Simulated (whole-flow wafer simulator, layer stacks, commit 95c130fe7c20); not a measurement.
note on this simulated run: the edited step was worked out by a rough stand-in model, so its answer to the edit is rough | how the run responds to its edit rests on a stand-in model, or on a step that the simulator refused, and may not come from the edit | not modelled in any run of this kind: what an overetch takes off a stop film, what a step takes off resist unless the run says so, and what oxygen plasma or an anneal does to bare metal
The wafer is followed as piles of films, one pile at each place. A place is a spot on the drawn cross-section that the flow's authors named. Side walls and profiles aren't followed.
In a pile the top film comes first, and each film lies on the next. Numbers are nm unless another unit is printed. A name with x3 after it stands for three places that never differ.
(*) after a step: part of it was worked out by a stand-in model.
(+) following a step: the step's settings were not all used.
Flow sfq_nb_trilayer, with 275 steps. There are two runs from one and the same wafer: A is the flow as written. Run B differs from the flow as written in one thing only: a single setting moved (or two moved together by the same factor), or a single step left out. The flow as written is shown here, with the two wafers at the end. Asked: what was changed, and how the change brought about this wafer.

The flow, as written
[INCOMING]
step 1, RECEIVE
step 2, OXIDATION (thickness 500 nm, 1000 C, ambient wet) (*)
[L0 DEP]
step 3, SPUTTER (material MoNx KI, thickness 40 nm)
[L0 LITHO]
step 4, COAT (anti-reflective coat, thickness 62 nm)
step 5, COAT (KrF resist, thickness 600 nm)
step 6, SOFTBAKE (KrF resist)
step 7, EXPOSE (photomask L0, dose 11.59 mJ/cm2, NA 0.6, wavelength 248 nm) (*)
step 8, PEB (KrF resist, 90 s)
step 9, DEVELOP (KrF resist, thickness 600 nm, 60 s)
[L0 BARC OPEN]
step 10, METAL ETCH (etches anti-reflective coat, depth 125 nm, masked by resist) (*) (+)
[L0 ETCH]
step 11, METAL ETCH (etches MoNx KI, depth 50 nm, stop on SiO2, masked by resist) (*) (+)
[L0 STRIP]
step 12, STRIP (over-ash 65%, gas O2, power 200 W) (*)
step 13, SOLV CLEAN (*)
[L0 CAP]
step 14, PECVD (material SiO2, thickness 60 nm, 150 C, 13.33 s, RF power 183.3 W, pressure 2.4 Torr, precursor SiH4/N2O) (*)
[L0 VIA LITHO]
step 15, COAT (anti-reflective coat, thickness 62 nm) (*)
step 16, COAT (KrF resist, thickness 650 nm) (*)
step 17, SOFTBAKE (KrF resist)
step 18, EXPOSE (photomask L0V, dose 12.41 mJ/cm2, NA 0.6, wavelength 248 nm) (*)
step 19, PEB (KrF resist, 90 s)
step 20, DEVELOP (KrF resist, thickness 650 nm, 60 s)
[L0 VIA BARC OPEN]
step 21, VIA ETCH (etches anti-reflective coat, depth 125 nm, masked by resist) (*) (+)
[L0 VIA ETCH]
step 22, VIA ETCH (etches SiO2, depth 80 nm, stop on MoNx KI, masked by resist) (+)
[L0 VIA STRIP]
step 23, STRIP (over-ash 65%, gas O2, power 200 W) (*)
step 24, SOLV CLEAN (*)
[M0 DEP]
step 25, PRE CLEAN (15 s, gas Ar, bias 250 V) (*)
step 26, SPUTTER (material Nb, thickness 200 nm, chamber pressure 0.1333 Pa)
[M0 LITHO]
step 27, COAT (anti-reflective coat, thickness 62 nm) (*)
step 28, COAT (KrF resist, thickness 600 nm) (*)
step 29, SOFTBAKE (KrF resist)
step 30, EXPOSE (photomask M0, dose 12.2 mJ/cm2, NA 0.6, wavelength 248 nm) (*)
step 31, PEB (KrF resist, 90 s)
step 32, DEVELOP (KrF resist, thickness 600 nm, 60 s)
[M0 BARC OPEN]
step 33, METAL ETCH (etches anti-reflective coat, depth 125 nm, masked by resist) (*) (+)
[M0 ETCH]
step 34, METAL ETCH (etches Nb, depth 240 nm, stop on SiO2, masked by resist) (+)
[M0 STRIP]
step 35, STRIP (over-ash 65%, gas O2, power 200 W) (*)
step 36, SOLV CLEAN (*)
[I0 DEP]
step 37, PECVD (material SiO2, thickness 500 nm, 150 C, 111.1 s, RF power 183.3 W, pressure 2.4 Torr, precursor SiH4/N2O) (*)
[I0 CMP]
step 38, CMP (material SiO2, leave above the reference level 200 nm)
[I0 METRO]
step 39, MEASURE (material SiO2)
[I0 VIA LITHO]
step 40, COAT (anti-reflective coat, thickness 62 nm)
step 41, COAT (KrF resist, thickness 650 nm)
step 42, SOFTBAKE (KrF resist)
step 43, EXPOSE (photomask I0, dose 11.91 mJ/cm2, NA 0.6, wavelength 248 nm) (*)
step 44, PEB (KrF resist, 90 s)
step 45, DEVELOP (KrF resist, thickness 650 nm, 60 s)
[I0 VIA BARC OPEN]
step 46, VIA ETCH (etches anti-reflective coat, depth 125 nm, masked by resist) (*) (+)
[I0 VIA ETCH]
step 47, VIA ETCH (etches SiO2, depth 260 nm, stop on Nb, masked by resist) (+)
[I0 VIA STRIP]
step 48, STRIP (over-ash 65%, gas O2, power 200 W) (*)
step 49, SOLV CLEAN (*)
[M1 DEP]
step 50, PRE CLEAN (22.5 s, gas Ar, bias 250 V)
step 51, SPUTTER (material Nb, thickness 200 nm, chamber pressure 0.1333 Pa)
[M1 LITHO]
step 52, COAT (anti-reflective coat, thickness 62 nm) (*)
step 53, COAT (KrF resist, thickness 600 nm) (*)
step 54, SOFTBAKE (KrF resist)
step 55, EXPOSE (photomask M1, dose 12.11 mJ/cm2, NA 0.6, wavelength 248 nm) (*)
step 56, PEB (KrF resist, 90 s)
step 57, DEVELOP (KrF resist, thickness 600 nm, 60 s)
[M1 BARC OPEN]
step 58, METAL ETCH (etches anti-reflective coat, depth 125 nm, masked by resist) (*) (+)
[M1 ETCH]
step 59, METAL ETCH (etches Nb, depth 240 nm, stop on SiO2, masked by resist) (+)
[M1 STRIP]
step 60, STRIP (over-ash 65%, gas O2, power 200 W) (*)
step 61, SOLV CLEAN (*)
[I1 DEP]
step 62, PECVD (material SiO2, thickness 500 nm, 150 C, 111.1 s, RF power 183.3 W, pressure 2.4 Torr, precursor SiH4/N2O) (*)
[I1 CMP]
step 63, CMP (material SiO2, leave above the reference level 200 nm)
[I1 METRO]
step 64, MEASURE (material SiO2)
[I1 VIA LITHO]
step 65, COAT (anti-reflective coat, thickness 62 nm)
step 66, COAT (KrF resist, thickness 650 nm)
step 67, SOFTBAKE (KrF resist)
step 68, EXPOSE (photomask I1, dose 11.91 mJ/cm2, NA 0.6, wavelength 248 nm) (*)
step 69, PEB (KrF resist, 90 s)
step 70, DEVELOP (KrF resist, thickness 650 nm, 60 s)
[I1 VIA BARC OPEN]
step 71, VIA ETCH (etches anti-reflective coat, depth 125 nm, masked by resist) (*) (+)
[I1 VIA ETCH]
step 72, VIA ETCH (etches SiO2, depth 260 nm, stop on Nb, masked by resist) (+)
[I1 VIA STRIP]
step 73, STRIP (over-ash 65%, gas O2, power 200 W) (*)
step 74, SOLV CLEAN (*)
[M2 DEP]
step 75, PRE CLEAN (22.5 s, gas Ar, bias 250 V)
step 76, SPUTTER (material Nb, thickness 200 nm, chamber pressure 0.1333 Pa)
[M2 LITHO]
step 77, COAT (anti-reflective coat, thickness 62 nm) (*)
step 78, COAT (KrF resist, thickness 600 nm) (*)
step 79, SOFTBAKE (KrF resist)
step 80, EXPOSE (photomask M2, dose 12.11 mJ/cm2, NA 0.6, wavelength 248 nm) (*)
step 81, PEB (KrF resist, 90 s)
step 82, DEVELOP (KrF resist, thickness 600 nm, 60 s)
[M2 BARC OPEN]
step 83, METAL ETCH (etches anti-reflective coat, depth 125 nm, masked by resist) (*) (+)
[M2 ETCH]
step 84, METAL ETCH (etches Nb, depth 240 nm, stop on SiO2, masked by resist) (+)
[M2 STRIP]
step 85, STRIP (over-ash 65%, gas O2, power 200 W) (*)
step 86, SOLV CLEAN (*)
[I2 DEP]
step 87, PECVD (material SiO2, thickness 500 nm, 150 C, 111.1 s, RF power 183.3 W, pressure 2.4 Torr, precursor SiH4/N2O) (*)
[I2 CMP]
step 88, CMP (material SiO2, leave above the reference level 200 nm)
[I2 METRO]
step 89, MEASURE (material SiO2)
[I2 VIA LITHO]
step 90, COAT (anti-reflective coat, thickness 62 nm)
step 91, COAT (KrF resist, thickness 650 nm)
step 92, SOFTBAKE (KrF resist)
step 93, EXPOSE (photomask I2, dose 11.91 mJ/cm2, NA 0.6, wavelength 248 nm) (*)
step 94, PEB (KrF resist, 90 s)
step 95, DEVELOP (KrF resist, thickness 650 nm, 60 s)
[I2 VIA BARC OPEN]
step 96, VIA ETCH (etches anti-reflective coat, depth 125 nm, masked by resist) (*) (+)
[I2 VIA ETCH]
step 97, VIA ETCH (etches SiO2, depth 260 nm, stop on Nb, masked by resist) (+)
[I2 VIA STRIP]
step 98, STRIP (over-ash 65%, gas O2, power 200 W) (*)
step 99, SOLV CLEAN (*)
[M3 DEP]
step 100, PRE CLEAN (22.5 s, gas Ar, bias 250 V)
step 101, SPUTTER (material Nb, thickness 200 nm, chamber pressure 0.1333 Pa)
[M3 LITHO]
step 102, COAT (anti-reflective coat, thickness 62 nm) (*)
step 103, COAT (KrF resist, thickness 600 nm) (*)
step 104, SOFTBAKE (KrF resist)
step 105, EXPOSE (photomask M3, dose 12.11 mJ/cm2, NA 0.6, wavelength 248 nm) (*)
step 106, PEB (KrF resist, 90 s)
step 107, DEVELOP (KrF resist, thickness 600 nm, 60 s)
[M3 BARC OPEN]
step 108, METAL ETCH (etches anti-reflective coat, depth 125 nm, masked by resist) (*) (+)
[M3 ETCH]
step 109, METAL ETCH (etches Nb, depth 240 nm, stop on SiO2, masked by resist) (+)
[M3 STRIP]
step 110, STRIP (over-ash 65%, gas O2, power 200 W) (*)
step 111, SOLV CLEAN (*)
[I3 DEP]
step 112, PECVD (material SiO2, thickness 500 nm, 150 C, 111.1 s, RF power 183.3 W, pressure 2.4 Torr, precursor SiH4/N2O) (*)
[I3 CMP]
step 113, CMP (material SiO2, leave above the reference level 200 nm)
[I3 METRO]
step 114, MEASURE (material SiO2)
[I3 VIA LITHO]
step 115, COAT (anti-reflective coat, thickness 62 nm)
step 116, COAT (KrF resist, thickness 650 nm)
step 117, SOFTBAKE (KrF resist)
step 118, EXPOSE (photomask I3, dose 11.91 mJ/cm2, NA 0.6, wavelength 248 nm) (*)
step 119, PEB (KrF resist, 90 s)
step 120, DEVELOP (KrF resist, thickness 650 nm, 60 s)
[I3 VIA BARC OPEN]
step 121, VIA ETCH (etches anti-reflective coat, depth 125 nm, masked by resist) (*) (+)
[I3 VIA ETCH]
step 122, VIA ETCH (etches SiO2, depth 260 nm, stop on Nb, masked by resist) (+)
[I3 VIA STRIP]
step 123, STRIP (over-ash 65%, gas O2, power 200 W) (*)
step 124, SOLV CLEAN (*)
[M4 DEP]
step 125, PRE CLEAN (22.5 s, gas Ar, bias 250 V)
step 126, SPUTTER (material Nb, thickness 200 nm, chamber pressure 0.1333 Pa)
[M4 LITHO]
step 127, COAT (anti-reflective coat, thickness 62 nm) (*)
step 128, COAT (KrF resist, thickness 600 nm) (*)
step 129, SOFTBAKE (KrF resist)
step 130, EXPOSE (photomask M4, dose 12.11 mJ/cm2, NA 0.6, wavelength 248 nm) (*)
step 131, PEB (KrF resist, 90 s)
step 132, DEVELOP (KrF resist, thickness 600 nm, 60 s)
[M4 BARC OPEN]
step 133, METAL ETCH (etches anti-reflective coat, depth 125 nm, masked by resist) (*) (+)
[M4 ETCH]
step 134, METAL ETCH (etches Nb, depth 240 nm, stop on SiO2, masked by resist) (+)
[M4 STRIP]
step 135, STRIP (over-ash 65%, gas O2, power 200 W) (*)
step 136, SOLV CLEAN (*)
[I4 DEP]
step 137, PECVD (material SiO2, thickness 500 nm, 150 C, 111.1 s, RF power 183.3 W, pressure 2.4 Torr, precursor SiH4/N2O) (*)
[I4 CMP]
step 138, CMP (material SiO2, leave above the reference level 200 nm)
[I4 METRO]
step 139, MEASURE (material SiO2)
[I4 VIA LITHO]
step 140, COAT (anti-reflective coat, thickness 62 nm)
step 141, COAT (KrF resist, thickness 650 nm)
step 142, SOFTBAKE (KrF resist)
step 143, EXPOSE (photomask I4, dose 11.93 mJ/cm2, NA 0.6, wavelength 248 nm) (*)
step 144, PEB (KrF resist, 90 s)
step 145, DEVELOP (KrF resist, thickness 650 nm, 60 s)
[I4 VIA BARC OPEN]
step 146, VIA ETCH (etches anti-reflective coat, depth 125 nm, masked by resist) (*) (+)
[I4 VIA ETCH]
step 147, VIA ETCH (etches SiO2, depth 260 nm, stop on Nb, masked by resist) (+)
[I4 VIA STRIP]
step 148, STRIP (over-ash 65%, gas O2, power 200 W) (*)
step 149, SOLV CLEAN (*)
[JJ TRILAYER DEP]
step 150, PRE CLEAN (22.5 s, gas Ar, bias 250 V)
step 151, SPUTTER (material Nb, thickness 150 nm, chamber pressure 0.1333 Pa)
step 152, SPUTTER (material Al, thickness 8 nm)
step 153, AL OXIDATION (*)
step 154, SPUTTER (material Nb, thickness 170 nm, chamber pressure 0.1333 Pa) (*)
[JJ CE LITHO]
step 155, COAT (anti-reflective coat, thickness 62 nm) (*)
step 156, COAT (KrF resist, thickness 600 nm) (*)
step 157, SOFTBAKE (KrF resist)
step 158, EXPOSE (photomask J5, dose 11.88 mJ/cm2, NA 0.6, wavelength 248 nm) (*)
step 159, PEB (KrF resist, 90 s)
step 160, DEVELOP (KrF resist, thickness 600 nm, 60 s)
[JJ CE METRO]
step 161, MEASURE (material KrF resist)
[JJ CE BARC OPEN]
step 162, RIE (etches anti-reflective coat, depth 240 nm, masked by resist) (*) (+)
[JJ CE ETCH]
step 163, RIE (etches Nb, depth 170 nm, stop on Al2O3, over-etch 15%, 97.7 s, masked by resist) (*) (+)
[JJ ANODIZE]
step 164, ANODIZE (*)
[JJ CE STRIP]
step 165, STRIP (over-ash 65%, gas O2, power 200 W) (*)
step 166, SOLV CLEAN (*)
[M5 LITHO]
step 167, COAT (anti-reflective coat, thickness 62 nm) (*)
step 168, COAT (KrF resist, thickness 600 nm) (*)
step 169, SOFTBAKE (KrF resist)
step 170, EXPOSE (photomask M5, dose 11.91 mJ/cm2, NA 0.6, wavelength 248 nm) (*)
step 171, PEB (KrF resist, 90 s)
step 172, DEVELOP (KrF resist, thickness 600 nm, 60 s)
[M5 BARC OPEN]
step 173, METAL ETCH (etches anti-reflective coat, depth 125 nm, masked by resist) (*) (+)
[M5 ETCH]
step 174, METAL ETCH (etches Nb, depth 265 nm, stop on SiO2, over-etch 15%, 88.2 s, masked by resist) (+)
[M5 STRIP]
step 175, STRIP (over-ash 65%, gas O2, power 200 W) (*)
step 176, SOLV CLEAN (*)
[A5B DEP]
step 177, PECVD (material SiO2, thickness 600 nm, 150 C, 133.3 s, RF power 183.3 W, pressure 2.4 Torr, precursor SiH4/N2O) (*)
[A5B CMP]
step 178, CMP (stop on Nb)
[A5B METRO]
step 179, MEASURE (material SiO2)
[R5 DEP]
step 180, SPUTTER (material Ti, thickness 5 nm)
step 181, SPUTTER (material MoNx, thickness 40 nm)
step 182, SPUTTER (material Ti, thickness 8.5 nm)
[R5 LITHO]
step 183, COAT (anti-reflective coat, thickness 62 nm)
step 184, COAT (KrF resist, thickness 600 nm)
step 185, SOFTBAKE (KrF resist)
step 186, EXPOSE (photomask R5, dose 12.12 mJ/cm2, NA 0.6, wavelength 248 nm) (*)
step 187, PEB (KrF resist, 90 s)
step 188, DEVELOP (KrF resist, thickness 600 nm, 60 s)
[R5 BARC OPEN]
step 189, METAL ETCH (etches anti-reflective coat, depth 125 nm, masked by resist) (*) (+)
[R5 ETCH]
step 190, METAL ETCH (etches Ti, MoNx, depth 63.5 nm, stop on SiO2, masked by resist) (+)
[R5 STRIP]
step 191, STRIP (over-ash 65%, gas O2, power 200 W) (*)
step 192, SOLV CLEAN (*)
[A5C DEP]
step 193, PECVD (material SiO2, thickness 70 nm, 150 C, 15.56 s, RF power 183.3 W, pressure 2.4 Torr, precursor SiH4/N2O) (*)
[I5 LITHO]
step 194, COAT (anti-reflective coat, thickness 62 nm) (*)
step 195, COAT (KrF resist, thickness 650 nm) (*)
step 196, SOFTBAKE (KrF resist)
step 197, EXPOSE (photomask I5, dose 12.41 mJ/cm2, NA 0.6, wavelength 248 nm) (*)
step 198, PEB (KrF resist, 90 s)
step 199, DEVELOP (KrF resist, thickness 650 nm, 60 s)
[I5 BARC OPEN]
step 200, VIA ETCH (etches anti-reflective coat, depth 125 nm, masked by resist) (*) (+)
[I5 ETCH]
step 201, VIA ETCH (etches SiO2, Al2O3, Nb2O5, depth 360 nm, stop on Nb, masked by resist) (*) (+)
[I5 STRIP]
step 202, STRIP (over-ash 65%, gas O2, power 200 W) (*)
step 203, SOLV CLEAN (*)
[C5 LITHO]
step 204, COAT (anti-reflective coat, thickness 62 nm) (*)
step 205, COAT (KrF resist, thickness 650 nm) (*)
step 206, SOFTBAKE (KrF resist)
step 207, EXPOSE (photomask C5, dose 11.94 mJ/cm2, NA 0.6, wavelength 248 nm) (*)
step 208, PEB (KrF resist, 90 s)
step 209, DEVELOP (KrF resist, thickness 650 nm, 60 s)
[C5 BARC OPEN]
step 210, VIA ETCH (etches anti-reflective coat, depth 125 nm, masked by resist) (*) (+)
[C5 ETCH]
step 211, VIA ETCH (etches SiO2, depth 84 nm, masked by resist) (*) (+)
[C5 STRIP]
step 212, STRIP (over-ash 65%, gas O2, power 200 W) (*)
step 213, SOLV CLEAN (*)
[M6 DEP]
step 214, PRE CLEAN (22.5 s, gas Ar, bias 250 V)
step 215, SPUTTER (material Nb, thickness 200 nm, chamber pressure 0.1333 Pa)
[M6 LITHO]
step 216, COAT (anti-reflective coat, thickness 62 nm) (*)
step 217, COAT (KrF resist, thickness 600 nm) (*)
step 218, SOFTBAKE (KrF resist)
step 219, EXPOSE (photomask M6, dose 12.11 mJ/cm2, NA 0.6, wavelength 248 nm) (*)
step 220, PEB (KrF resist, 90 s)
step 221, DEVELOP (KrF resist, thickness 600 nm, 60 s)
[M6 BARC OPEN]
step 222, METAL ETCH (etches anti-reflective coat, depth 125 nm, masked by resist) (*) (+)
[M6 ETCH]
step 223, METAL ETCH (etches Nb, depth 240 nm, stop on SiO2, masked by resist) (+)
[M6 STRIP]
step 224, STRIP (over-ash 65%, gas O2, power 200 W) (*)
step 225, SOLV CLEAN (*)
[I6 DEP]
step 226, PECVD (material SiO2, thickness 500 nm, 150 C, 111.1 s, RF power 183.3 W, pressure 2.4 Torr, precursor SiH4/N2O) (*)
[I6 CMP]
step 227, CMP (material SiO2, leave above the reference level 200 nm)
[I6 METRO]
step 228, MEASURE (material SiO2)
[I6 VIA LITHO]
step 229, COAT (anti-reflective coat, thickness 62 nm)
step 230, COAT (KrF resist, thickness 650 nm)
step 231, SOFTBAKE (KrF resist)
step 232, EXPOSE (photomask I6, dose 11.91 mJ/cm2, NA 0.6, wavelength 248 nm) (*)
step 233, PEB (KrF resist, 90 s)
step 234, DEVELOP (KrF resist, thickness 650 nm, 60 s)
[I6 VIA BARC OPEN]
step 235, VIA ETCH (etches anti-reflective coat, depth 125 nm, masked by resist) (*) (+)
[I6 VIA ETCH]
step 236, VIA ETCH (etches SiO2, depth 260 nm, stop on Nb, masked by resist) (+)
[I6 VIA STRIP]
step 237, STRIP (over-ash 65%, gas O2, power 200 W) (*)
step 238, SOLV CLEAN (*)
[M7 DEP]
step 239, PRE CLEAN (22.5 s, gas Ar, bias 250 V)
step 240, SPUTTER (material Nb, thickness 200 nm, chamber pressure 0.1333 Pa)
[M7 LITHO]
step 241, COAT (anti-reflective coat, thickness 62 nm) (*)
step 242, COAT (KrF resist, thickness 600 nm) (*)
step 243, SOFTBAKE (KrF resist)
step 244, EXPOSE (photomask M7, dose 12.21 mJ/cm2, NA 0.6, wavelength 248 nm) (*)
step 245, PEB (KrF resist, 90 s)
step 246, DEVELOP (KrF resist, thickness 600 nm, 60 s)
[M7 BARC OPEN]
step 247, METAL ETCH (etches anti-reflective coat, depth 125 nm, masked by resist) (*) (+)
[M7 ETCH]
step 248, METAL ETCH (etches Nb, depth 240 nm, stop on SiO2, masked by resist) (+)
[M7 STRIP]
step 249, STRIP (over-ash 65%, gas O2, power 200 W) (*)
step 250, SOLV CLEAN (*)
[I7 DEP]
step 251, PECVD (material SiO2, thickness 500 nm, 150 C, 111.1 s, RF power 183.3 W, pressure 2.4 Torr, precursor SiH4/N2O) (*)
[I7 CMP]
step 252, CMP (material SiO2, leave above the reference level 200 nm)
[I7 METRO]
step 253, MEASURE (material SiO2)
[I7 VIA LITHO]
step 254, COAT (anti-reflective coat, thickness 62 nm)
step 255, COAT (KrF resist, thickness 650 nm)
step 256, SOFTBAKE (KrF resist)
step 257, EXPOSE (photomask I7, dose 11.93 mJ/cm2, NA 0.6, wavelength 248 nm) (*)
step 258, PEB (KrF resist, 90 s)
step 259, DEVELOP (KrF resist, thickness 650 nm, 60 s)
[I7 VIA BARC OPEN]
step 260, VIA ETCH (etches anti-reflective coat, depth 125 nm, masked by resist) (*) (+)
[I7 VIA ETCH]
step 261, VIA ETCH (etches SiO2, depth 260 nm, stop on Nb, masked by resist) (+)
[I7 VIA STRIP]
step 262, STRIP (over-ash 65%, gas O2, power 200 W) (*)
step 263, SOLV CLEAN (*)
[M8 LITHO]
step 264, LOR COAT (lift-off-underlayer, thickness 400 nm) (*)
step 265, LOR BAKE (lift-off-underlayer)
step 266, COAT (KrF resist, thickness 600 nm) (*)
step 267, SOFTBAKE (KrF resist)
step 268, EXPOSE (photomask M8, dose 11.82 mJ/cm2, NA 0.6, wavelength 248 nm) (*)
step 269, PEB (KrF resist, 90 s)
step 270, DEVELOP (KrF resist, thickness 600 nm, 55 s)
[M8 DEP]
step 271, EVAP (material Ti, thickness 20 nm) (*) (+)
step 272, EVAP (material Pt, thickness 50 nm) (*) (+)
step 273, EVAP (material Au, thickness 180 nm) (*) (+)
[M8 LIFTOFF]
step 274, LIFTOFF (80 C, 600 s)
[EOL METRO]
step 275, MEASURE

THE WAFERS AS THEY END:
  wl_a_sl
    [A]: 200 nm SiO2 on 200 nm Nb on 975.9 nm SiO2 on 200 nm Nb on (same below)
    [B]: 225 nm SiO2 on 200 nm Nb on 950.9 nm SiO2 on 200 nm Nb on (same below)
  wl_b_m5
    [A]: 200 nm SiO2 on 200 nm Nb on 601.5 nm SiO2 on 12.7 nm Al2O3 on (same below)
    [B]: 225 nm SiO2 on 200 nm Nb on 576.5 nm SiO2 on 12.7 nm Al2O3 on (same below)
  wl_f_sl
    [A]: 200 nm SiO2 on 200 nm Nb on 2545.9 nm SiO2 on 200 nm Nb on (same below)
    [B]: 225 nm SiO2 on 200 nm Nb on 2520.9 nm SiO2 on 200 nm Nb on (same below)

The reason: step 226, PECVD: thickness 375 nm was run, though the flow has thickness 500 nm; step 226, PECVD: 83.33 s was run, where the flow has 111.1 s.

The path from the change to this, step by step:
  step 226, PECVD (material SiO2, thickness 500 nm, 150 C, 111.1 s, RF power 183.3 W, pressure 2.4 Torr, precursor SiH4/N2O) (*)
      field_l, p4_fl, p4_fm and 62 more: A +500 SiO2 | B +375 SiO2
      v_sur, via_wl, via_w and 21 more: A +500 SiO2 (new film) | B +375 SiO2 (new film)
      (and at 17 other places as well)
  step 227, CMP (material SiO2, leave above the reference level 200 nm)
      field_l, p4_fl, p4_fm and 59 more: A -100 SiO2 | B nothing
      moat, field_r, lsp_l, ln_m5, lsp_m: A -93.6 SiO2 | B nothing
      (and at 39 other places as well)
  step 229, COAT (anti-reflective coat, thickness 62 nm)
      via_wl, via_w, via_wr, c5j, ce_r, sp_r, r_sur, res: A +62 anti-reflective coat (new film) | B +60.1 anti-reflective coat (new film)
      wl_a_sr, m0r_space_l, m0r_space_r, m7r_space_l, m7r_space_r: A +62 anti-reflective coat (new film) | B +65.5 anti-reflective coat (new film)
      (and at 46 other places as well)
  step 230, COAT (KrF resist, thickness 650 nm)
      via_v: A +650 KrF resist (new film) | B +636.9 KrF resist (new film)
      wire: A +650 KrF resist (new film) | B +635 KrF resist (new film)
      (and at 4 other places as well)
  step 234, DEVELOP (KrF resist, thickness 650 nm, 60 s)
      via_v: A -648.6 KrF resist (all of it) | B -635.6 KrF resist (all of it)
  step 235, VIA ETCH (etches anti-reflective coat, depth 125 nm, masked by resist) (*) (+)
      field_l, v_sur, via_wl and 102 more: A -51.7 KrF resist | B -49.9 KrF resist
      via_v: A -62 anti-reflective coat (all of it), -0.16 SiO2 | B -59.8 anti-reflective coat (all of it), -0.15 SiO2
  step 237, STRIP (over-ash 65%, gas O2, power 200 W) (*)
      m0r_space_l, m0r_space_r, m7r_space_l, m7r_space_r: A -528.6 KrF resist (all of it), -62 anti-reflective coat (all of it) | B -533 KrF resist (all of it), -65.5 anti-reflective coat (all of it)
      wl_c_sl, wl_f_sl: A -528.6 KrF resist (all of it), -62 anti-reflective coat (all of it) | B -532.4 KrF resist (all of it), -65.3 anti-reflective coat (all of it)
      (and at 52 other places as well)
  step 240, SPUTTER (material Nb, thickness 200 nm, chamber pressure 0.1333 Pa)
      be: A +200 Nb (new film) | B +149.4 Nb (new film)
      gap: A +200 Nb (new film) | B +195.3 Nb (new film)
  step 241, COAT (anti-reflective coat, thickness 62 nm) (*)
      wl_c_sl, wl_c_sr, wl_f_sl, wl_f_sr: A +62 anti-reflective coat (new film) | B +64.9 anti-reflective coat (new film)
      be_r, r_sur, res: A +61.7 anti-reflective coat (new film) | B +59.8 anti-reflective coat (new film)
      (and at 51 other places as well)
  step 242, COAT (KrF resist, thickness 600 nm) (*)
      wire: A +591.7 KrF resist (new film) | B +569.6 KrF resist (new film)
      be: A +592.4 KrF resist (new film) | B +731.5 KrF resist (new film)
      (and at 4 other places as well)
  step 247, METAL ETCH (etches anti-reflective coat, depth 125 nm, masked by resist) (*) (+)
      wl_c_sl, wl_c_sr: A -62 anti-reflective coat (all of it) | B -64.9 anti-reflective coat (all of it)
      m0r_space_l, m7r_space_l: A -62 anti-reflective coat (all of it) | B -65 anti-reflective coat (all of it)
      (and at 21 other places as well)
  step 249, STRIP (over-ash 65%, gas O2, power 200 W) (*)
      v_sur: A -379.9 KrF resist (all of it), -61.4 anti-reflective coat (all of it) | B -371.1 KrF resist (all of it), -55.6 anti-reflective coat (all of it)
      via_wl: A -379.3 KrF resist (all of it), -61.3 anti-reflective coat (all of it) | B -368.4 KrF resist (all of it), -59.3 anti-reflective coat (all of it)
      (and at 31 other places as well)
  step 251, PECVD (material SiO2, thickness 500 nm, 150 C, 111.1 s, RF power 183.3 W, pressure 2.4 Torr, precursor SiH4/N2O) (*)
      be: A +500 SiO2 (new film) | B +656.8 SiO2 (new film)
  step 252, CMP (material SiO2, leave above the reference level 200 nm)
      field_l, p4_fl, p4_fm and 48 more: A -100 SiO2 | B -75 SiO2
      wl_a_sl, wl_a_sr, wl_b_sl and 9 more: A -300 SiO2 | B -275 SiO2
      (and at 12 other places as well)
